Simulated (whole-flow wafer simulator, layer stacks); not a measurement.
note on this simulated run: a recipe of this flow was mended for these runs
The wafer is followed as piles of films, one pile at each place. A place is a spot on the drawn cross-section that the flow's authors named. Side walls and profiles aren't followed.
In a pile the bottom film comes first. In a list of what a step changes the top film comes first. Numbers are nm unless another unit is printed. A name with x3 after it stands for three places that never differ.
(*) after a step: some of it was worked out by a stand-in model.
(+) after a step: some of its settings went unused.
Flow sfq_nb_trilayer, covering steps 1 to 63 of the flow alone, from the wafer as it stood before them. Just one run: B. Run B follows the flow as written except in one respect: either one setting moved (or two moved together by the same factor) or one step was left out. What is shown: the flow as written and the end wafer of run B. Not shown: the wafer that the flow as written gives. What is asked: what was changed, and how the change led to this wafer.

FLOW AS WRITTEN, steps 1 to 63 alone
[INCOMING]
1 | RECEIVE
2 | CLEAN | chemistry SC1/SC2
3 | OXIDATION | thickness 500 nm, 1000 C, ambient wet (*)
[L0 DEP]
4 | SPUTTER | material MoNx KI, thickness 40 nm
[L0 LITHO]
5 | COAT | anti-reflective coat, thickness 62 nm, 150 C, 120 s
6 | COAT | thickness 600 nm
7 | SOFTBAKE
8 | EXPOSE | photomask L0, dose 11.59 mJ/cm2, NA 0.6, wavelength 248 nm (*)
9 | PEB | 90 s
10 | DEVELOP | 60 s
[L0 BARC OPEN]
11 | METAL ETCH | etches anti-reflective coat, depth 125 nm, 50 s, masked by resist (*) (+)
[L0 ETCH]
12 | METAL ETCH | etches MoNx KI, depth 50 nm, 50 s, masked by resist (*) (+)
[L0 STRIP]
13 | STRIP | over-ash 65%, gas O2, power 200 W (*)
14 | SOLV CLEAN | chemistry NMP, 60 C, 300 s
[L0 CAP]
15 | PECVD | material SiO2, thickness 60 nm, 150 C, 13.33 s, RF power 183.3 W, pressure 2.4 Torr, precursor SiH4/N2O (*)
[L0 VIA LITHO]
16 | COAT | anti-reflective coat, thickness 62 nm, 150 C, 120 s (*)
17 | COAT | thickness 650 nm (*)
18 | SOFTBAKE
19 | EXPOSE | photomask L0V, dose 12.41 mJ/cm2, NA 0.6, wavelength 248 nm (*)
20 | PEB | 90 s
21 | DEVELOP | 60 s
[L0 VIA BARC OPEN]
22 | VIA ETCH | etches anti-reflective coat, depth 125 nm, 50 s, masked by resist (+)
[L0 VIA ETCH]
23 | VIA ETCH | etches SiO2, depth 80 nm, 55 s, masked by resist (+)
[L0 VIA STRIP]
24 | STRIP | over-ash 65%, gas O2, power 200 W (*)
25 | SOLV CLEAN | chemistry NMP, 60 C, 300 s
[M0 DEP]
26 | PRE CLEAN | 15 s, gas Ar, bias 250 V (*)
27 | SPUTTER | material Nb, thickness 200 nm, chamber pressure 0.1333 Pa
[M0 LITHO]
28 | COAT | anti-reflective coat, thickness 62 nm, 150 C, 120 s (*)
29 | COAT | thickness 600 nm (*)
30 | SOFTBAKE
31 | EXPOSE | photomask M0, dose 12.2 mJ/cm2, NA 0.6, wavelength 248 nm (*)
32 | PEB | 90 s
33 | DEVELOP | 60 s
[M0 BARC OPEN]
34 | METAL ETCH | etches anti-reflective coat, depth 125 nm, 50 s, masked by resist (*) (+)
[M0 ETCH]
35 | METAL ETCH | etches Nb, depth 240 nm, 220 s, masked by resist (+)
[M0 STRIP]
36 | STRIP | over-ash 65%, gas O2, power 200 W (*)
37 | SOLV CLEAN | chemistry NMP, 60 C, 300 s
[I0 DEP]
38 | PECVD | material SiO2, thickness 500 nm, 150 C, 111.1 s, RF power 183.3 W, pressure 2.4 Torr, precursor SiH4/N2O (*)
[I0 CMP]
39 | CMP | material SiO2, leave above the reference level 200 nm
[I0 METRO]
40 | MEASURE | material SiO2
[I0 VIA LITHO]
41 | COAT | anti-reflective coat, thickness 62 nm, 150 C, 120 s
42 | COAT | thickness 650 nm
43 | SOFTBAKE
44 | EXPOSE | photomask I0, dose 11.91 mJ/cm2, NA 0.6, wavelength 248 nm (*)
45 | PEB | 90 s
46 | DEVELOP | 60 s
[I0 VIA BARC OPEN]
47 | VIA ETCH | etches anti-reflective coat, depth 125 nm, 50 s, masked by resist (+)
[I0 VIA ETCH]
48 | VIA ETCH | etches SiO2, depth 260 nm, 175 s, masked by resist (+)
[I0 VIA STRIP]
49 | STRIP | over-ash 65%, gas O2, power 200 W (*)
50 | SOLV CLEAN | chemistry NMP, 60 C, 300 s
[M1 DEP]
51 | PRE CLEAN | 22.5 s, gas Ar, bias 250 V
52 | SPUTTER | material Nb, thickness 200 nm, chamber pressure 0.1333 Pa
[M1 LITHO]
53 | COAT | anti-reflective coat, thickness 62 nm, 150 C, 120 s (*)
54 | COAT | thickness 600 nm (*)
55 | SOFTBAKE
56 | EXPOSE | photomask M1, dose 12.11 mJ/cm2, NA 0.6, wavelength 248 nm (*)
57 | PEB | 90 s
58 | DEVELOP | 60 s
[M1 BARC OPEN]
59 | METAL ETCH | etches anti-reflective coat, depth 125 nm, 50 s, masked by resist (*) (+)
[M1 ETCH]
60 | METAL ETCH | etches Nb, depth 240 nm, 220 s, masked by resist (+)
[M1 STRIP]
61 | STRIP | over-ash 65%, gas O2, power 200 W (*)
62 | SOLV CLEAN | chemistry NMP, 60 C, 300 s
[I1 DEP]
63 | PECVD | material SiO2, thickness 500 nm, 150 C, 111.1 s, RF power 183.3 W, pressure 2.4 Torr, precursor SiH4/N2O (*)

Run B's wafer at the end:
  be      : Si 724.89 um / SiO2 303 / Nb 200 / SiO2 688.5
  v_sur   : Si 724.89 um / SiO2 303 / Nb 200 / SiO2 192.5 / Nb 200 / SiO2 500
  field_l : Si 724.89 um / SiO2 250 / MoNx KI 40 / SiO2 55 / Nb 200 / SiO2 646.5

The reason: step 3, OXIDATION: thickness 250 nm was run, while the flow as written has thickness 500 nm.
The wafer lets one read it off: field_l has SiO2 250, and step 3 as written asks for 500 nm.

The path from the change to this, step by step:
  3 | OXIDATION | thickness 500 nm, 1000 C, ambient wet (*)
      field_l, v_sur, via_wl and 103 more: SiO2 gains 250 (new film), chemical SiO2 loses 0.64 (all of it), Si loses 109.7 (it would be, as written: SiO2 gains 500 (new film), chemical SiO2 loses 0.64 (all of it), Si loses 219.7)
